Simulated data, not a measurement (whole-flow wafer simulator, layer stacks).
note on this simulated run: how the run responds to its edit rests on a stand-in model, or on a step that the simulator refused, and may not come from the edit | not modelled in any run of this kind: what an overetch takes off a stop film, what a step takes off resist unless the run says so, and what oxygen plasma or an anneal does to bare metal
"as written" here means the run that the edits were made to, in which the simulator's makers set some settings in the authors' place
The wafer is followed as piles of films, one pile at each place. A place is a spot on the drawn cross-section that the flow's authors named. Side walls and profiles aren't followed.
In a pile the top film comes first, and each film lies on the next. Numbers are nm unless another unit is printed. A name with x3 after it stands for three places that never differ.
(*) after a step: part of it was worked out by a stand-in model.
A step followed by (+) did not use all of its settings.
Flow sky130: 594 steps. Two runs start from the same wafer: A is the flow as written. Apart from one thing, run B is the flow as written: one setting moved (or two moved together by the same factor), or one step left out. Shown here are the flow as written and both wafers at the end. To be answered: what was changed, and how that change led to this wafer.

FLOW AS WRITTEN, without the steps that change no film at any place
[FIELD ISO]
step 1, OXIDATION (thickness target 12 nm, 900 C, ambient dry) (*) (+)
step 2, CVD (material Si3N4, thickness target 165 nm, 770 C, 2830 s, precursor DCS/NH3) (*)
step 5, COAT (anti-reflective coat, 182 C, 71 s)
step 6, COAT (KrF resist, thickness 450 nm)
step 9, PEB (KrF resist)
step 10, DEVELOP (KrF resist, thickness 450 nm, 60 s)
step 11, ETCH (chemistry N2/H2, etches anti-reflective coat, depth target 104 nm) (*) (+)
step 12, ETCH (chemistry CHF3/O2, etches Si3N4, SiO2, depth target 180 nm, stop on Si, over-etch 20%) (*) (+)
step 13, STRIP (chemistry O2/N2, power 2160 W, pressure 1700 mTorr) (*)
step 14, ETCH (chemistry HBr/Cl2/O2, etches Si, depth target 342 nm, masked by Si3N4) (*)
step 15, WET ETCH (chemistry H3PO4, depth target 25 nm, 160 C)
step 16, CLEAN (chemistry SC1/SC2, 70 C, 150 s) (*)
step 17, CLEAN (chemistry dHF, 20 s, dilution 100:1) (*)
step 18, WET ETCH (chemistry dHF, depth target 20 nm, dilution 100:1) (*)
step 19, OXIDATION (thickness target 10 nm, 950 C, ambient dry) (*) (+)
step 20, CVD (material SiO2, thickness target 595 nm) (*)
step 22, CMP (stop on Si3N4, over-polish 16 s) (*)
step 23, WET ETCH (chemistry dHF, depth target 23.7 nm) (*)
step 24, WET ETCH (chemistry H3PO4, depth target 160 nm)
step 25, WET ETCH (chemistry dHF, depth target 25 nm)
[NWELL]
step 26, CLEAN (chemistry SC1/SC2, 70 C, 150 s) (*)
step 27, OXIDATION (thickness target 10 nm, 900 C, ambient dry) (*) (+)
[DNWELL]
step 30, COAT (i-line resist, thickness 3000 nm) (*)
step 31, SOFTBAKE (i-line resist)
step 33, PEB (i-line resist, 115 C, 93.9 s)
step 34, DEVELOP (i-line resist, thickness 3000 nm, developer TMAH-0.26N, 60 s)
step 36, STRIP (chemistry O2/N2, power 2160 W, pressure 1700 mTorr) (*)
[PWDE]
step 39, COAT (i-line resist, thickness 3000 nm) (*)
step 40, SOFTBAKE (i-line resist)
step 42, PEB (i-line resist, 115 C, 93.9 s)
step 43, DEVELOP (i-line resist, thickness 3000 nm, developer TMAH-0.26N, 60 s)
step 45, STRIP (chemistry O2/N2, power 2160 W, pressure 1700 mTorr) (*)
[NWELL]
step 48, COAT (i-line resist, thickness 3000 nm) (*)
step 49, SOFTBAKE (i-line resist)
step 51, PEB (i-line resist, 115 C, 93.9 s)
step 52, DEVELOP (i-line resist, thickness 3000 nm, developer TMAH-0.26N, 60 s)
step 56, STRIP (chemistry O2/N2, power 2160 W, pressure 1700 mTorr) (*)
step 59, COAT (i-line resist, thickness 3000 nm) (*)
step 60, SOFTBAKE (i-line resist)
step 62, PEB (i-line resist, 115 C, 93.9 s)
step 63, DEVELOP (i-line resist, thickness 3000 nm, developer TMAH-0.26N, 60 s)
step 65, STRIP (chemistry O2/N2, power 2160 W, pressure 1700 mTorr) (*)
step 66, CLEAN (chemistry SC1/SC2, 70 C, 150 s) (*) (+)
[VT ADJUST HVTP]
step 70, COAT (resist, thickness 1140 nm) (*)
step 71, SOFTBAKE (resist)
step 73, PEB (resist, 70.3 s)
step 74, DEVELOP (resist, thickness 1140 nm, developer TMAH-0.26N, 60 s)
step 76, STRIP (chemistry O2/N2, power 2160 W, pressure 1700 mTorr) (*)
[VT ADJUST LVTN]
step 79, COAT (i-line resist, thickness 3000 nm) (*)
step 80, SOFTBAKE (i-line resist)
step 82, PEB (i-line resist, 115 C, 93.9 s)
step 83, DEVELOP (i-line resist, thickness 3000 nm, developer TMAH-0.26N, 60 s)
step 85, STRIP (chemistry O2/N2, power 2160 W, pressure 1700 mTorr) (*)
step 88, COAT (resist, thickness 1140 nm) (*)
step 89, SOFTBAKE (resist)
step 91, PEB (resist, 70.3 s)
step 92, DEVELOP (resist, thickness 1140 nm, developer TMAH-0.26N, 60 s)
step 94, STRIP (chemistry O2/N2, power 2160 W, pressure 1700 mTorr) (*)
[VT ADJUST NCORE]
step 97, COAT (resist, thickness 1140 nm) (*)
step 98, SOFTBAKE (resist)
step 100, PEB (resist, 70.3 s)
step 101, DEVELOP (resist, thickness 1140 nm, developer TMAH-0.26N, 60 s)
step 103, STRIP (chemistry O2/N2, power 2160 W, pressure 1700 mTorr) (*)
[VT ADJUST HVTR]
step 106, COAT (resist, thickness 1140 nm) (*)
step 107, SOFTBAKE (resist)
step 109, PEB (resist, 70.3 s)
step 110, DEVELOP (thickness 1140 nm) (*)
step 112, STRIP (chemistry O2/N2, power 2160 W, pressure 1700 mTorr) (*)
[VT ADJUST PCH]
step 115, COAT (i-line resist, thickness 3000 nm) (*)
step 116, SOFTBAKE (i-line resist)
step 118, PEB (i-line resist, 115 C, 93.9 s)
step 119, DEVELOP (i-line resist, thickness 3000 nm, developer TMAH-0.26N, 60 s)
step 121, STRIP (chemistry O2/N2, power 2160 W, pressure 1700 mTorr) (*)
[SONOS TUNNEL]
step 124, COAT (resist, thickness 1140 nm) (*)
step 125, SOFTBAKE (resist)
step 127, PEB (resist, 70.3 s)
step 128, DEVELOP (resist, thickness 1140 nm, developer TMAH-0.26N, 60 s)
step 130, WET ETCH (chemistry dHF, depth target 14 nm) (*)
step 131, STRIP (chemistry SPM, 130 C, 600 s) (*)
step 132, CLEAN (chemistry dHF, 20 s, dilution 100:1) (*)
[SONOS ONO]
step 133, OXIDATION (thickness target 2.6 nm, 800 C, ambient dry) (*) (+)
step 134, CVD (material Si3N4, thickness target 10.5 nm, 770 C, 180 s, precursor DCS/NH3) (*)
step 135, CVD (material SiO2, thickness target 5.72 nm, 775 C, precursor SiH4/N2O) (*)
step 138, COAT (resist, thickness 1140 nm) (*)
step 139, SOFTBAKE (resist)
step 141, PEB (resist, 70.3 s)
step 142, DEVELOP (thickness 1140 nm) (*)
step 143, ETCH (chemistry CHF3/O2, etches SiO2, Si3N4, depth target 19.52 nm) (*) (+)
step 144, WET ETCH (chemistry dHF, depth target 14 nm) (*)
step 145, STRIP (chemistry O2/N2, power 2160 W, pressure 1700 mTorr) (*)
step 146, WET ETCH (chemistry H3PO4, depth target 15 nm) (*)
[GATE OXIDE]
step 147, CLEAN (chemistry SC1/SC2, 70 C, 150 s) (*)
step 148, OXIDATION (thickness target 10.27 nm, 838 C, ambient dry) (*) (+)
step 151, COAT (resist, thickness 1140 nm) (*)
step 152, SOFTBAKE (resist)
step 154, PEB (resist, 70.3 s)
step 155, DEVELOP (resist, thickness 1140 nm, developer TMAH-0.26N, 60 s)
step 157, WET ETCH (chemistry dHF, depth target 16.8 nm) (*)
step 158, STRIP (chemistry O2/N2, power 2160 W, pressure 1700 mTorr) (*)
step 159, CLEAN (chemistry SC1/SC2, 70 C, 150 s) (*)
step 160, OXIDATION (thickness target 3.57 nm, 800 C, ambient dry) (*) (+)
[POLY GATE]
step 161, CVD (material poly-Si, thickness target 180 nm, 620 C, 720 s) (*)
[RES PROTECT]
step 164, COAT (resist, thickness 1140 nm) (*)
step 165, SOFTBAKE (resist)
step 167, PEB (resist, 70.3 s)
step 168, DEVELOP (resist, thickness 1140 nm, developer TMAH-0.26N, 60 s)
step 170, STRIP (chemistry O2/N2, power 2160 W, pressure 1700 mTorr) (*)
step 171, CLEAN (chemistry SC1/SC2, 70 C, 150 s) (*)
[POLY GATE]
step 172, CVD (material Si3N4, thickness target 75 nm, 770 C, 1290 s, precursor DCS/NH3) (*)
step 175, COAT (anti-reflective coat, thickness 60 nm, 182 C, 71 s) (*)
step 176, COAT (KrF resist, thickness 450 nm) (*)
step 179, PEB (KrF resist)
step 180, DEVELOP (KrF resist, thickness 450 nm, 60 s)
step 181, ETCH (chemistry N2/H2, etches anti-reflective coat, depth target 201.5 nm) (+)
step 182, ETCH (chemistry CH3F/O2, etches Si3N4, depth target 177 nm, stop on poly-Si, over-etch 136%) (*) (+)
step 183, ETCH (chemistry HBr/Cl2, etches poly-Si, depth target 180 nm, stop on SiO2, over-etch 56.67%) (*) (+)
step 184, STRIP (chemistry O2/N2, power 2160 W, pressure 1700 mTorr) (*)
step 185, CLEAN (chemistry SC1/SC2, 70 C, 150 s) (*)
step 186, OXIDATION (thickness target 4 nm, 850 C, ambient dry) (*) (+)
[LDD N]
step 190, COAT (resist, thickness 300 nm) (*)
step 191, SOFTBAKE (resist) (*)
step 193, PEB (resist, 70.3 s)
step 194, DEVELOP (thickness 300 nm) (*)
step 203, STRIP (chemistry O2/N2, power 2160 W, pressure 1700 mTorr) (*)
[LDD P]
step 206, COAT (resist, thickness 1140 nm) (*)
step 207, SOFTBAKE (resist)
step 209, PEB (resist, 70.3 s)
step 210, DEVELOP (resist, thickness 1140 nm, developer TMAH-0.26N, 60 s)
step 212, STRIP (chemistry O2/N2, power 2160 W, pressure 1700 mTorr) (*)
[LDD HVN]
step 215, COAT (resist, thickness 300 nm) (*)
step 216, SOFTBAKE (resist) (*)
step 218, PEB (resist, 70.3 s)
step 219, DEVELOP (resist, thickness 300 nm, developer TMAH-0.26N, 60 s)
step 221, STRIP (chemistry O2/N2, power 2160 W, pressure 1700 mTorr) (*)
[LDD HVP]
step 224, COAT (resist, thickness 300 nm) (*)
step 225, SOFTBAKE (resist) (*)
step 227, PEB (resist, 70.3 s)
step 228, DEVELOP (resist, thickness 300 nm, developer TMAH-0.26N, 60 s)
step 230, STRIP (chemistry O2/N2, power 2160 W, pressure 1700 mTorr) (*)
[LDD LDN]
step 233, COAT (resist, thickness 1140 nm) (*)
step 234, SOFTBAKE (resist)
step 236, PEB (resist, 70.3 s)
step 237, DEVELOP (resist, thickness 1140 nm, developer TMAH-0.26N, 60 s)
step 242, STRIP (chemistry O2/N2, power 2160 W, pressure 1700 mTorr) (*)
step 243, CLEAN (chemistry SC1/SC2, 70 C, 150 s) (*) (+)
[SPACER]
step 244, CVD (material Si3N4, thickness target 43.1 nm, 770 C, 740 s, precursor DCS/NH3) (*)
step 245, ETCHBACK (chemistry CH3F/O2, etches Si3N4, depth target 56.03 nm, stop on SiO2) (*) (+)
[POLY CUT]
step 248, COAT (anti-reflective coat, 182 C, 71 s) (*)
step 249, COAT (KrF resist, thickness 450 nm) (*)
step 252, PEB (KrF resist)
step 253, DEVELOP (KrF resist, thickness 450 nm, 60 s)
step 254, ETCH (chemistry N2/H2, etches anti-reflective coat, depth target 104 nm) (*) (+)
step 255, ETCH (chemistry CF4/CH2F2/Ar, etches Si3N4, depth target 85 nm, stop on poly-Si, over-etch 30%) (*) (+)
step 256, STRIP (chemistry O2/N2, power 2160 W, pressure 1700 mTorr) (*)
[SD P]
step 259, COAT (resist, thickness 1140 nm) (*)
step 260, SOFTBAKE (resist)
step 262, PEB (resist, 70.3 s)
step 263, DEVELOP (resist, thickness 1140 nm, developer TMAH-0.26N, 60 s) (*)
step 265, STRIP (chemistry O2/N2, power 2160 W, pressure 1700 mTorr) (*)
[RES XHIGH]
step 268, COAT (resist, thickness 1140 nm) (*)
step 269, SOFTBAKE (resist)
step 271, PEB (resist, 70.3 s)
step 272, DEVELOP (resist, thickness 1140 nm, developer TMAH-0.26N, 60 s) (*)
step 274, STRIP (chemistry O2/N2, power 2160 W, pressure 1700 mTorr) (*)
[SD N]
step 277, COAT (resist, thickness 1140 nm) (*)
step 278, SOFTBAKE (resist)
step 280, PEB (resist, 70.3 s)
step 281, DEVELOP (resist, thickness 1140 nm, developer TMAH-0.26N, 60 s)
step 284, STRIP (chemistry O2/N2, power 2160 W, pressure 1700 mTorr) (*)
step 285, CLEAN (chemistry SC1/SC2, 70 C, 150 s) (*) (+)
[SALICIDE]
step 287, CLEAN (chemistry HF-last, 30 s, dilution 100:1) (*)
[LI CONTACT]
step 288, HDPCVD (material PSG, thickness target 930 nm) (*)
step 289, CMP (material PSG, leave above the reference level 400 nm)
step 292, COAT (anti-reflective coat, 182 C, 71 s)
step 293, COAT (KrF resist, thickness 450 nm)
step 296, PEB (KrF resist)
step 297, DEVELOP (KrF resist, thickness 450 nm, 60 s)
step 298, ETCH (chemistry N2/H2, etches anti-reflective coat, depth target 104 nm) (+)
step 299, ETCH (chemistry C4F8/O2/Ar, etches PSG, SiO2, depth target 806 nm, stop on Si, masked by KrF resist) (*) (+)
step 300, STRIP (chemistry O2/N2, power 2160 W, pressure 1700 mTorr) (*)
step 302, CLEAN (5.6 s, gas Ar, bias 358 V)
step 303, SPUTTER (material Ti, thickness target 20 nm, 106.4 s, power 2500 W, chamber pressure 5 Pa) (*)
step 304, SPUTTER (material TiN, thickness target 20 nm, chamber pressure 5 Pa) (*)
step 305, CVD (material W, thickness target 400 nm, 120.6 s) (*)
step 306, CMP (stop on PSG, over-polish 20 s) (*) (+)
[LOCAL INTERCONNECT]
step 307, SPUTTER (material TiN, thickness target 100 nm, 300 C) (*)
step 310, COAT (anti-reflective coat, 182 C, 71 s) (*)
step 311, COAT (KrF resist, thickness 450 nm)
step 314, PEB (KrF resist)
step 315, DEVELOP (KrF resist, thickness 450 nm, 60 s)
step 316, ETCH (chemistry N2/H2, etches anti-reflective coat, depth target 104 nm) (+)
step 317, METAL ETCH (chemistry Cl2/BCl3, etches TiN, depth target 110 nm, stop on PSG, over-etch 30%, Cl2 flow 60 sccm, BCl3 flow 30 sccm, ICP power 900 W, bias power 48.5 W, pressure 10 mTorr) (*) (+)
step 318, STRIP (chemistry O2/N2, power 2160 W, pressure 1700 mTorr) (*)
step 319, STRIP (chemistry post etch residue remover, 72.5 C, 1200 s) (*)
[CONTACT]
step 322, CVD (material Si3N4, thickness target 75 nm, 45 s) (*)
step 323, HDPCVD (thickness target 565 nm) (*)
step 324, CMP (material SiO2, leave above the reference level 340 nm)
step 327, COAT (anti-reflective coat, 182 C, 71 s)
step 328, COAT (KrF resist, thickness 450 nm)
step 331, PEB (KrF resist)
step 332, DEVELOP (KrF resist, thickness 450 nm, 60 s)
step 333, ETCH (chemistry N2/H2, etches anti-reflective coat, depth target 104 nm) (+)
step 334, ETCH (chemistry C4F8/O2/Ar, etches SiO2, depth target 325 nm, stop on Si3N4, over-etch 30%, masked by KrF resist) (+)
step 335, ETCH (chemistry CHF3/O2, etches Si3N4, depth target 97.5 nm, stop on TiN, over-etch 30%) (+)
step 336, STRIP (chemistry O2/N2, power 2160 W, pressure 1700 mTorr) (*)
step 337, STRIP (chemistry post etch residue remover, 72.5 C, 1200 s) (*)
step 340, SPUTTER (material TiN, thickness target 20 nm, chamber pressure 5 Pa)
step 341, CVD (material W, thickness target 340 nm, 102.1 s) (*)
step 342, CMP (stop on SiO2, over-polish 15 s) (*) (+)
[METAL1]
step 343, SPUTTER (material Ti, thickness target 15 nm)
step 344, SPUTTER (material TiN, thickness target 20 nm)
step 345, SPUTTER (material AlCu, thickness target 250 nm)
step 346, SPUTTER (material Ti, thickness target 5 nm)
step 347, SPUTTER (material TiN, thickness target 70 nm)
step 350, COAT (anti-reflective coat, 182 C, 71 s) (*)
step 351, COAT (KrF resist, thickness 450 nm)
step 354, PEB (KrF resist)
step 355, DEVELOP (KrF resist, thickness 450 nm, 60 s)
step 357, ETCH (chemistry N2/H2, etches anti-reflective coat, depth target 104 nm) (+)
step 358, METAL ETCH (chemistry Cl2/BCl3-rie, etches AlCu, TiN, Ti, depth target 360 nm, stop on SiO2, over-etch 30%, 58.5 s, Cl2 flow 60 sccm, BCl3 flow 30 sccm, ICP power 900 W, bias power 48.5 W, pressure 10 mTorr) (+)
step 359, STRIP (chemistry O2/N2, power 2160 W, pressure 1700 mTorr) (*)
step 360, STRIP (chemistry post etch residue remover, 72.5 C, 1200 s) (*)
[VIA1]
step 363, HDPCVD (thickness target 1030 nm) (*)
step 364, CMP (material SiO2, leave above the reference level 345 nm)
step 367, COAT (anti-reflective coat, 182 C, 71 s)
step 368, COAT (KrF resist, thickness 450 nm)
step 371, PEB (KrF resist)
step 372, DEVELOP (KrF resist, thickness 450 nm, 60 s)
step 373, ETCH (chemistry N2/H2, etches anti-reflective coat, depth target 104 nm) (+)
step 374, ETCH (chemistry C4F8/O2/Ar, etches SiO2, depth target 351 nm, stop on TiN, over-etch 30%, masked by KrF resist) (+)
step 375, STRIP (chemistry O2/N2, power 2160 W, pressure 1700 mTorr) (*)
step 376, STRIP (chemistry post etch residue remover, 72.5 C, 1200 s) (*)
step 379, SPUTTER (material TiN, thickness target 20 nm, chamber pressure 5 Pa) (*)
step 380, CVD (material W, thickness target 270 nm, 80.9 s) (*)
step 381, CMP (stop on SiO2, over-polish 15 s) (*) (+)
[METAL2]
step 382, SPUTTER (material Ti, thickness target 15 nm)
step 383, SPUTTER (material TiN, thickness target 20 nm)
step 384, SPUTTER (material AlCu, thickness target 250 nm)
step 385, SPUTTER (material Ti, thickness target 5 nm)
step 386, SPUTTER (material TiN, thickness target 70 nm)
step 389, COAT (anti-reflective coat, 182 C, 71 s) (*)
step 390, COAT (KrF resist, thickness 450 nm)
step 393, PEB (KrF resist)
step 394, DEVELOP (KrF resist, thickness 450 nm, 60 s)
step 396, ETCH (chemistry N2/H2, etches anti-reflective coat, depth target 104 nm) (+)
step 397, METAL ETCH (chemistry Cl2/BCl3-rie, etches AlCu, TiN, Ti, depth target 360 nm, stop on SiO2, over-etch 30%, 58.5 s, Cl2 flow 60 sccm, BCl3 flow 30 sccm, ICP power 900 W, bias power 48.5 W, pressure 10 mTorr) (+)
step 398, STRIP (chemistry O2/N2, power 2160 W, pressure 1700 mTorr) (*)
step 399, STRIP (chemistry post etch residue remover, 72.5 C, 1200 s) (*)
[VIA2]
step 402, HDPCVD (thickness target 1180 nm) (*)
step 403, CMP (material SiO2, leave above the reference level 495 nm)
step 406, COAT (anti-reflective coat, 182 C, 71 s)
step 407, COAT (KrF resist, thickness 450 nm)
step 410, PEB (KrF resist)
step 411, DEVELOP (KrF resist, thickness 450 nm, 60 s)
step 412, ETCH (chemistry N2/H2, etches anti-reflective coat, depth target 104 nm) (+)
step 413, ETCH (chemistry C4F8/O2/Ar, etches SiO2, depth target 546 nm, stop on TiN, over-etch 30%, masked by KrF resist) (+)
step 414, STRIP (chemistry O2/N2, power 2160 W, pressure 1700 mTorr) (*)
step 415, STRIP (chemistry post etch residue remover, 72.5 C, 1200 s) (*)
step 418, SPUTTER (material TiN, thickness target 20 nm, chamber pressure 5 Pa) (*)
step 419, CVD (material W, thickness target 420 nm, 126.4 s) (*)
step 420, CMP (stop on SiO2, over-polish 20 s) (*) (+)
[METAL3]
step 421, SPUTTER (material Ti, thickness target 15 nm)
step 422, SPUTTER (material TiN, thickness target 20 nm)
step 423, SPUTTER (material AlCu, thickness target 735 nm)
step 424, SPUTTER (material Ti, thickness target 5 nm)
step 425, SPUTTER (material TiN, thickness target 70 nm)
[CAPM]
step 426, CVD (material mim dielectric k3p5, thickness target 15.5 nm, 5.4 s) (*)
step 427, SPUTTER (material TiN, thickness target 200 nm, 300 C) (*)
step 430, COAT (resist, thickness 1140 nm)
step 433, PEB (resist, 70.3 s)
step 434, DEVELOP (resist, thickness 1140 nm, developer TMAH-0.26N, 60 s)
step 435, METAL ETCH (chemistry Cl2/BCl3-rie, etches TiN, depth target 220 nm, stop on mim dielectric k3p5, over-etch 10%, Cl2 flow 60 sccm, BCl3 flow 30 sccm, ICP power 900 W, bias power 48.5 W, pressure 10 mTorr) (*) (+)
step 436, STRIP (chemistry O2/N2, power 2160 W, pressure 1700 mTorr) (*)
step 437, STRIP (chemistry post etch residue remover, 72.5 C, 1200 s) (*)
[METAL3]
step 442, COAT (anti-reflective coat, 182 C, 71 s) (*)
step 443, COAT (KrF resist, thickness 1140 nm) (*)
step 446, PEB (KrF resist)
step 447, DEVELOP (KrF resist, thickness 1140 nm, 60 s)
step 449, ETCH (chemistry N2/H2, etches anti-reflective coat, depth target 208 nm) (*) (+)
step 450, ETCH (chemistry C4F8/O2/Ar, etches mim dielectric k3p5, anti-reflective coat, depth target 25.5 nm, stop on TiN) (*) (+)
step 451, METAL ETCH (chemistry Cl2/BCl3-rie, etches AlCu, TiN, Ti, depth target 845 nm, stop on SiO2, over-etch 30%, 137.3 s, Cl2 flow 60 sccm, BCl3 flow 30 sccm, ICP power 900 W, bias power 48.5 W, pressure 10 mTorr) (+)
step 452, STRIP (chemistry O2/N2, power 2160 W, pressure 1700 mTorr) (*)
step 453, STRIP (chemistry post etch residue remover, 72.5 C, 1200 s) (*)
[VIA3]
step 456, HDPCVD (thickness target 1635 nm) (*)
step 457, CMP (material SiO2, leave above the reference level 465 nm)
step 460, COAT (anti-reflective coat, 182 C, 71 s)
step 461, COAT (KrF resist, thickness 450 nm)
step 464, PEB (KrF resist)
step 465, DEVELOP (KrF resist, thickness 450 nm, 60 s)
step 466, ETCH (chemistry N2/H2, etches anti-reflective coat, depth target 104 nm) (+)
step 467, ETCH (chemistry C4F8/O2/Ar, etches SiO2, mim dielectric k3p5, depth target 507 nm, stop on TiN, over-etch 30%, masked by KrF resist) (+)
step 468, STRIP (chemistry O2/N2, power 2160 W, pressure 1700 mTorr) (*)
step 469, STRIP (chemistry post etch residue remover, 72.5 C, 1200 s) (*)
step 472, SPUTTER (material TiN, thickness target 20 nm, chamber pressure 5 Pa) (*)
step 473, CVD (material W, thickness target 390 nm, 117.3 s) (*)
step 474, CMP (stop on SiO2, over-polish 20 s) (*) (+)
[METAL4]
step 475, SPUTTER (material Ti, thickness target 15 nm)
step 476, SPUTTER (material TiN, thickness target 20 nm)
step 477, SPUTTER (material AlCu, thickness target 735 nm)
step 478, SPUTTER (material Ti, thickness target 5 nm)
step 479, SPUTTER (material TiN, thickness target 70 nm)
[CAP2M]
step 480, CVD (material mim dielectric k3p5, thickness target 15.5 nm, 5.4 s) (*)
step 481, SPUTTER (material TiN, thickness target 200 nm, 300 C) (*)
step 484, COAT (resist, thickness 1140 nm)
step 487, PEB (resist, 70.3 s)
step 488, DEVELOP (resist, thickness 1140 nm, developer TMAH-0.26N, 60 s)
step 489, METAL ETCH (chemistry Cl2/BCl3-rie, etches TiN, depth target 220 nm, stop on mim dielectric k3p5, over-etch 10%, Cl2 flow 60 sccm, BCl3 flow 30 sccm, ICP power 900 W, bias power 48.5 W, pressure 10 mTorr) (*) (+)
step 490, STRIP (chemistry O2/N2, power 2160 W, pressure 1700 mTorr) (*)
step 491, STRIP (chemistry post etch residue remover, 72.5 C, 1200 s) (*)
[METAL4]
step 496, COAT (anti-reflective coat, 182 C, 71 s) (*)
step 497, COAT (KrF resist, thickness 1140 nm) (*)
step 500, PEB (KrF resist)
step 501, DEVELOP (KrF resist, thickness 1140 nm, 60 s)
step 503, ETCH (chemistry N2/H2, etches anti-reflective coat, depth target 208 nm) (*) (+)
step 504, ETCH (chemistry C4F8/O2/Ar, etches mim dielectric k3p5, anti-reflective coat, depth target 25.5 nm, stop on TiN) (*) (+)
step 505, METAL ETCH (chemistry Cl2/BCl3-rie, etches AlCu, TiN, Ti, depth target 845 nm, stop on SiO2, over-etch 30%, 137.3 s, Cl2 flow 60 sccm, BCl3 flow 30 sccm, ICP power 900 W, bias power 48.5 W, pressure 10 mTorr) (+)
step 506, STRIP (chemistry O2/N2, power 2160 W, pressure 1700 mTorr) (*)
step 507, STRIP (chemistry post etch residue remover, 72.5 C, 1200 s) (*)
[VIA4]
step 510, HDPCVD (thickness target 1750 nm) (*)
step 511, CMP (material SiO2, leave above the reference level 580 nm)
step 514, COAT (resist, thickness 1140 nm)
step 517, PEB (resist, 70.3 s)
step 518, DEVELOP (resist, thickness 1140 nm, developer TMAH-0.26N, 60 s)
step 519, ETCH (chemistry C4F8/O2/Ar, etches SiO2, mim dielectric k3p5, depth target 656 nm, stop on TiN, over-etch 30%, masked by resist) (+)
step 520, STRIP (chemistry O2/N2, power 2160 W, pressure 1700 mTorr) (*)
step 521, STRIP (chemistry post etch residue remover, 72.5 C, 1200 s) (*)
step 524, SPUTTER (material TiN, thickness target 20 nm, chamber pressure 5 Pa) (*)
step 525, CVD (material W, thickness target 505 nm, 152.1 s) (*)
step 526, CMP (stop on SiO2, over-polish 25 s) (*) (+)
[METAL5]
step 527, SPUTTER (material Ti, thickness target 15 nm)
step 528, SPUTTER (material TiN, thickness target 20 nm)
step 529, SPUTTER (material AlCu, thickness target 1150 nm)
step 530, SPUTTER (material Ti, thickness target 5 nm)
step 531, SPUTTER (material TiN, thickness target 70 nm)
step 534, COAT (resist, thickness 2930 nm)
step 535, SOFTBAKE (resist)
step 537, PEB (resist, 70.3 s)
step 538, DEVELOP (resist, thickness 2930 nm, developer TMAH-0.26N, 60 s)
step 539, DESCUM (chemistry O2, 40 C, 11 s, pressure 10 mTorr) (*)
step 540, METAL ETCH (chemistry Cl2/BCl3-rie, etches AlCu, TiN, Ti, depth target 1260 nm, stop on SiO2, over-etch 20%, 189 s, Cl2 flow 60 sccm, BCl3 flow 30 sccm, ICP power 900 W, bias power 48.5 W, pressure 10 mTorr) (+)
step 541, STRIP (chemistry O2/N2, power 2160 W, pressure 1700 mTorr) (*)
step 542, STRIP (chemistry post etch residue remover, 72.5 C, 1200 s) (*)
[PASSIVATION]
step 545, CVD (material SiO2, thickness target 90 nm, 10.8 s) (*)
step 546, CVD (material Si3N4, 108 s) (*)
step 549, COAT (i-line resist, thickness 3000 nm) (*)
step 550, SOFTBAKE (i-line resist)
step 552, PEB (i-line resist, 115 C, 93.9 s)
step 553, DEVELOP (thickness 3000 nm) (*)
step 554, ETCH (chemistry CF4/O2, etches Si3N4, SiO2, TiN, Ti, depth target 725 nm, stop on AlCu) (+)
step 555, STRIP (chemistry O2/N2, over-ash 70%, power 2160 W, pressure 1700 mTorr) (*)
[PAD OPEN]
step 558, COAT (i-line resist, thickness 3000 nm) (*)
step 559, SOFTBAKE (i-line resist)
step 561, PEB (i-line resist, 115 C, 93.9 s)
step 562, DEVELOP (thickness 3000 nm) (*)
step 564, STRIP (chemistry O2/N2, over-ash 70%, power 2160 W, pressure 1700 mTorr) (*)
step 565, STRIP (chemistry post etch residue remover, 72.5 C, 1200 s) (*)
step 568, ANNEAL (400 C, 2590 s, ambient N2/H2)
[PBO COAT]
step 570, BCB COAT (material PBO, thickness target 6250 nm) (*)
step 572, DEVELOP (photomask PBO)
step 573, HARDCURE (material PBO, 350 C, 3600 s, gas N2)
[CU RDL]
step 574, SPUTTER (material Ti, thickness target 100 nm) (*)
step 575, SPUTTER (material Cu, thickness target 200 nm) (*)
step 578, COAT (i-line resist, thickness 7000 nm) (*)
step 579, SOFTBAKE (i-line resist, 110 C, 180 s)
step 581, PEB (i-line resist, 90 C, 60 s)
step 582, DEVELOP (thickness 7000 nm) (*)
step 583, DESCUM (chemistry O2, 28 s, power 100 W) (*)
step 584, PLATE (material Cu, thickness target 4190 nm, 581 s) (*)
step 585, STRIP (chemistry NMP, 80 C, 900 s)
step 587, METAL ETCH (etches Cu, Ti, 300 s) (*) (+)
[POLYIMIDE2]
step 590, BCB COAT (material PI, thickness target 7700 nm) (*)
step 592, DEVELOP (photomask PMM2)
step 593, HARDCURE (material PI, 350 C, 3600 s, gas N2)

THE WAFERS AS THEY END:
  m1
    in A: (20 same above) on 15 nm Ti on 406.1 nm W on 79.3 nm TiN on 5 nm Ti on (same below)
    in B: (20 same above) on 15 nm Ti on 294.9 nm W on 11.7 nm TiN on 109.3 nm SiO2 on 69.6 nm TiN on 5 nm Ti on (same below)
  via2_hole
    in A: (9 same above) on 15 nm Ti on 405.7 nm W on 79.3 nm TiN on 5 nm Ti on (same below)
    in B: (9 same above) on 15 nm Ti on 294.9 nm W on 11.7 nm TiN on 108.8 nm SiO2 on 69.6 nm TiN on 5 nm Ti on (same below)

What caused this: step 413, ETCH: depth target 311 nm was run, while the flow as written has depth target 546 nm.

Step by step, how the change led to this:
  step 413, ETCH (chemistry C4F8/O2/Ar, etches SiO2, depth target 546 nm, stop on TiN, over-etch 30%, masked by KrF resist) (+)
      m1: A -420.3 SiO2 (all of it) | B -311 SiO2
      via2_hole: A -419.8 SiO2 (all of it) | B -311 SiO2
      (as well as at 189 more places)
  step 414, STRIP (chemistry O2/N2, power 2160 W, pressure 1700 mTorr) (*)
      field, active, n_well and 186 more: A -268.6 KrF resist (all of it), -80 anti-reflective coat (all of it) | B -315.6 KrF resist (all of it), -80 anti-reflective coat (all of it)
  step 418, SPUTTER (material TiN, thickness target 20 nm, chamber pressure 5 Pa) (*)
      m1, via2_hole: A +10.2 TiN | B +11.7 TiN (new film)
  step 419, CVD (material W, thickness target 420 nm, 126.4 s) (*)
      m1: A +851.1 W (new film) | B +739.9 W (new film)
      via2_hole: A +850.7 W (new film) | B +739.9 W (new film)
With metal films that touch counted as one body, m1 has 3 bodies (between them, from the top down: SiO2 109.3; SiO2 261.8 / Si3N4 75); the flow as written gives 2 bodies (between them, from the top down: SiO2 261.8 / Si3N4 75).
With metal films that touch counted as one body, via2_hole has 2 bodies (between them, from the top down: SiO2 108.8); the flow as written gives 1 body.
